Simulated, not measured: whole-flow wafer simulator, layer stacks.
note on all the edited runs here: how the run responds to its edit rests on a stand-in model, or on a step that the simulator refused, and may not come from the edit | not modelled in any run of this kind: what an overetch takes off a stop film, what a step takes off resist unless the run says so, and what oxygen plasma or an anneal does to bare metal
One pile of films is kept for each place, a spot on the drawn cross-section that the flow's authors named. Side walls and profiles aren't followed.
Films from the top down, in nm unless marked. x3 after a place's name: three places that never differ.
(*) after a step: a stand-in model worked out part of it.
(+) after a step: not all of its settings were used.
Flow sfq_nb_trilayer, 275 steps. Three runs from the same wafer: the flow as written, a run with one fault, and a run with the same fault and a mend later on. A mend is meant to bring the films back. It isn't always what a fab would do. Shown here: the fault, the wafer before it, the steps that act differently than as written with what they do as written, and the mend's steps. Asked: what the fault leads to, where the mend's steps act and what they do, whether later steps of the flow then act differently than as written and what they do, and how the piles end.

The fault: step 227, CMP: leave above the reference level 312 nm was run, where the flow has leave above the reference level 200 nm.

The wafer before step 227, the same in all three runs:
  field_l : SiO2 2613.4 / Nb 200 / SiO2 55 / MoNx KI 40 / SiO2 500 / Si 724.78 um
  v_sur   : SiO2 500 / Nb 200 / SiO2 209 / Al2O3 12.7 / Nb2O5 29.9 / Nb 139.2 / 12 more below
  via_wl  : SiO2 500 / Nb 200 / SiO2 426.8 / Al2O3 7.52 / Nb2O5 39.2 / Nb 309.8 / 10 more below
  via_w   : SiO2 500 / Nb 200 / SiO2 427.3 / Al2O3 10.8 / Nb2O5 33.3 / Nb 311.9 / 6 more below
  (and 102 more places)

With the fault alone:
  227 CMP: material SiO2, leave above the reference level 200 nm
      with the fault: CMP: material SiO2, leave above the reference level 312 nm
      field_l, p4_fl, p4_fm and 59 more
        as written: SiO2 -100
        with the fault: nothing
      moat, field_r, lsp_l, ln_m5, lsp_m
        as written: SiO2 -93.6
        with the fault: nothing
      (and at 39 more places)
  Later steps of the flow that act differently than as written (6 more steps differ only slightly, by at most 2% or 0.5 nm, whichever is larger, and aren't shown):
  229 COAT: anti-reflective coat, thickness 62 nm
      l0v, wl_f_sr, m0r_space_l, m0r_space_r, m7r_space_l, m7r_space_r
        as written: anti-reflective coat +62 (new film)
        with the fault: anti-reflective coat +63.7 (new film)
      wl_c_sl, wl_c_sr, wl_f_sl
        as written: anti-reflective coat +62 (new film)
        with the fault: anti-reflective coat +63.6 (new film)
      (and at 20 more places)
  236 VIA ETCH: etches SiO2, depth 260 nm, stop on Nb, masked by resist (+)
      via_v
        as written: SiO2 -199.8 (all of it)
        with the fault: SiO2 -260
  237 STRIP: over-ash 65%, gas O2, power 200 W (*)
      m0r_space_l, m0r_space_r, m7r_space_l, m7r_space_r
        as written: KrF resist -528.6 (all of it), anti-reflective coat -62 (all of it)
        with the fault: KrF resist -530.4 (all of it), anti-reflective coat -63.7 (all of it)
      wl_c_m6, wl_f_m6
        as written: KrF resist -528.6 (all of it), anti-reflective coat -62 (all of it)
        with the fault: KrF resist -523.7 (all of it), anti-reflective coat -58.7 (all of it)
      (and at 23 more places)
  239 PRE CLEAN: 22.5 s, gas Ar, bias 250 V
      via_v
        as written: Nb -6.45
        with the fault: SiO2 -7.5
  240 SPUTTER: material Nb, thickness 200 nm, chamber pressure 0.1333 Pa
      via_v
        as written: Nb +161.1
        with the fault: Nb +146.9 (new film)
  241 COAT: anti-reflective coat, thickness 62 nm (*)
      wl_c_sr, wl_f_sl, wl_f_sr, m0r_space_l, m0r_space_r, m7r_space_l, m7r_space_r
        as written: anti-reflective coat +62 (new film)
        with the fault: anti-reflective coat +63.5 (new film)
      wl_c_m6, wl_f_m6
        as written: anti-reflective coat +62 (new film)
        with the fault: anti-reflective coat +58.2 (new film)
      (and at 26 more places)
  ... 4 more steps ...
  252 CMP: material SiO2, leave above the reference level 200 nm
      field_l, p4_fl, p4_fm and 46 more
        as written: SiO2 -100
        with the fault: SiO2 -88
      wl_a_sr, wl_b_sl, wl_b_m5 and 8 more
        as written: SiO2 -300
        with the fault: SiO2 -288
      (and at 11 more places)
  At the end the piles differ from the flow's by more than 2% or 0.5 nm, whichever is larger, at field_l, v_sur, via_wl and 103 more.
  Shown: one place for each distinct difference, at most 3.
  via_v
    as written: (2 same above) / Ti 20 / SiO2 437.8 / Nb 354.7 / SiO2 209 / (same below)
    with the fault: (2 same above) / Ti 20 / SiO2 513.3 / Nb 146.9 / SiO2 44.3 / Nb 200 / SiO2 209 / (same below)
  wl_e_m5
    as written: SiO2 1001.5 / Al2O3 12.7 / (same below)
    with the fault: SiO2 1113.5 / Al2O3 12.7 / (same below)
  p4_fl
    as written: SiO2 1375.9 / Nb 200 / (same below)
    with the fault: SiO2 1487.9 / Nb 200 / (same below)

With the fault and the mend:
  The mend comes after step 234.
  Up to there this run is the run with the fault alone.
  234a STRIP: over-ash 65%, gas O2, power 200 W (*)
      p4_w1, p3_l3, p3_s3, p3_l4, p3_s4, p3_l5
        KrF resist -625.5 (all of it), anti-reflective coat -62.1 (all of it)
      wire, be, be_sur, gap
        KrF resist -622.6 (all of it), anti-reflective coat -61.3 (all of it)
      wl_d_sl, wl_e_sr, m5r_line_l, m5r_line_r
        KrF resist -626.5 (all of it), anti-reflective coat -62.3 (all of it)
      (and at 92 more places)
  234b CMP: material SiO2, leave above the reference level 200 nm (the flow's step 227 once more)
      field_l, p4_fl, p4_fm and 59 more
        SiO2 -100
      v_sur, via_wl, via_w and 33 more
        SiO2 -112
      moat, field_r, lsp_l, ln_m5, lsp_m
        SiO2 -93.6
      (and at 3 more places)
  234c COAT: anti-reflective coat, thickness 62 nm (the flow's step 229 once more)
      field_l, v_sur, via_wl and 103 more
        anti-reflective coat +62 (new film)
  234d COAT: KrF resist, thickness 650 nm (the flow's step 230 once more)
      field_l, v_sur, via_wl and 103 more
        KrF resist +650 (new film)
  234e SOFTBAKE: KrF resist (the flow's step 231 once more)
      changes no film at any place that is followed
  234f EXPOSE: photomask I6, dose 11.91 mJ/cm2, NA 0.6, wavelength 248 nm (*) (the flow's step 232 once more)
      changes no film at any place that is followed
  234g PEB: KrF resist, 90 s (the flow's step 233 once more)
      field_l, v_sur, via_wl and 103 more
        KrF resist -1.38
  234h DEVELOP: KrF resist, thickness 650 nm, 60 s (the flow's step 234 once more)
      field_l, v_sur, via_wl and 102 more
        KrF resist -23.5
      via_v
        KrF resist -648.6 (all of it)
  No later step of the flow acts differently than as written at any place that is followed.
  At the end the piles are the same as the flow's at every place that both follow.
